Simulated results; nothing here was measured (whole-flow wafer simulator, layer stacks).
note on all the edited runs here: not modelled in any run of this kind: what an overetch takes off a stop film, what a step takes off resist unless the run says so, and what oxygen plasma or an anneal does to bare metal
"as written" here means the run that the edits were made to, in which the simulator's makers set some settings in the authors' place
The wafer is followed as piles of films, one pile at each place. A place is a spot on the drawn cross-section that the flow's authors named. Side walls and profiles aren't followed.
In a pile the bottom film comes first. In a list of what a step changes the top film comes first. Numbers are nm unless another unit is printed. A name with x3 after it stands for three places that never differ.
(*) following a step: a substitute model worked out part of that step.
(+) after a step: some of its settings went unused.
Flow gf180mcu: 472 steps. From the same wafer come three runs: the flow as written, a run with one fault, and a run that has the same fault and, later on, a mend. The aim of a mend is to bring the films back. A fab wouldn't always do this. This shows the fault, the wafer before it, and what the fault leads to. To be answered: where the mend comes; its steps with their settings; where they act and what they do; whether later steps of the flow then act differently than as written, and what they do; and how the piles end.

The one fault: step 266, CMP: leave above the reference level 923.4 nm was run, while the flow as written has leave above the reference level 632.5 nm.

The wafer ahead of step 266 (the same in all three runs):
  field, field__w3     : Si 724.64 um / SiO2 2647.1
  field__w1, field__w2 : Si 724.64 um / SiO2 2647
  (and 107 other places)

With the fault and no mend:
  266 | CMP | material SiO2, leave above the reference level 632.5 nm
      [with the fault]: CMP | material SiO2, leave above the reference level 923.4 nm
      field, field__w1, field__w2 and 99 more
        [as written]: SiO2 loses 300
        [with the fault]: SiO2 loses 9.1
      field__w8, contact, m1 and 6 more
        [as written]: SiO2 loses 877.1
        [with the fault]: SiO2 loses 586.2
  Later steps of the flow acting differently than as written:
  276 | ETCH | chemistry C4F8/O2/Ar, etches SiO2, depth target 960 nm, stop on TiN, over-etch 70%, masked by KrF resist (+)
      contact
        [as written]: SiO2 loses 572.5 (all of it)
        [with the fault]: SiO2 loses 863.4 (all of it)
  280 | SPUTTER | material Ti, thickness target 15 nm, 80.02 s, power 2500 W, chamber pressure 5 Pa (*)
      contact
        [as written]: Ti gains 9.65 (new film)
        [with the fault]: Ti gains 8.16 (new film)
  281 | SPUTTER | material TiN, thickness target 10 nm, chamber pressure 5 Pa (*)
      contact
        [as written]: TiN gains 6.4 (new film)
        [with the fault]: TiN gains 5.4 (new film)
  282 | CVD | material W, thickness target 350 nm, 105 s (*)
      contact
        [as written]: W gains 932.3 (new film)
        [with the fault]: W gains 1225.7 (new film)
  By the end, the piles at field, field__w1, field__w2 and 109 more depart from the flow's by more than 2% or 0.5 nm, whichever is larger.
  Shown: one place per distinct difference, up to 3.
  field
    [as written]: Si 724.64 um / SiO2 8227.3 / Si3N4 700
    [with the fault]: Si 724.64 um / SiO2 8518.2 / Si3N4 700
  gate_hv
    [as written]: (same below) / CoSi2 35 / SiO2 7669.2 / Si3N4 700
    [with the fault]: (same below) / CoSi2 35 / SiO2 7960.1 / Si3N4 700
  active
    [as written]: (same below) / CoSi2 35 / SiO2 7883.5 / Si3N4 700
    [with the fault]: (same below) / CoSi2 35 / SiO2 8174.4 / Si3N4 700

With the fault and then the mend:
  The mend stands after step 266.
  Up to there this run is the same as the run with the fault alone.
  266a | CMP | material SiO2, leave above the reference level 632.5 nm (the flow's step 266 again)
      field, field__w1, field__w2 and 108 more
        SiO2 loses 290.9
  Later steps of the flow that are run all act as written at every place that is followed.
  The piles end the same as the flow's at every place that both follow.
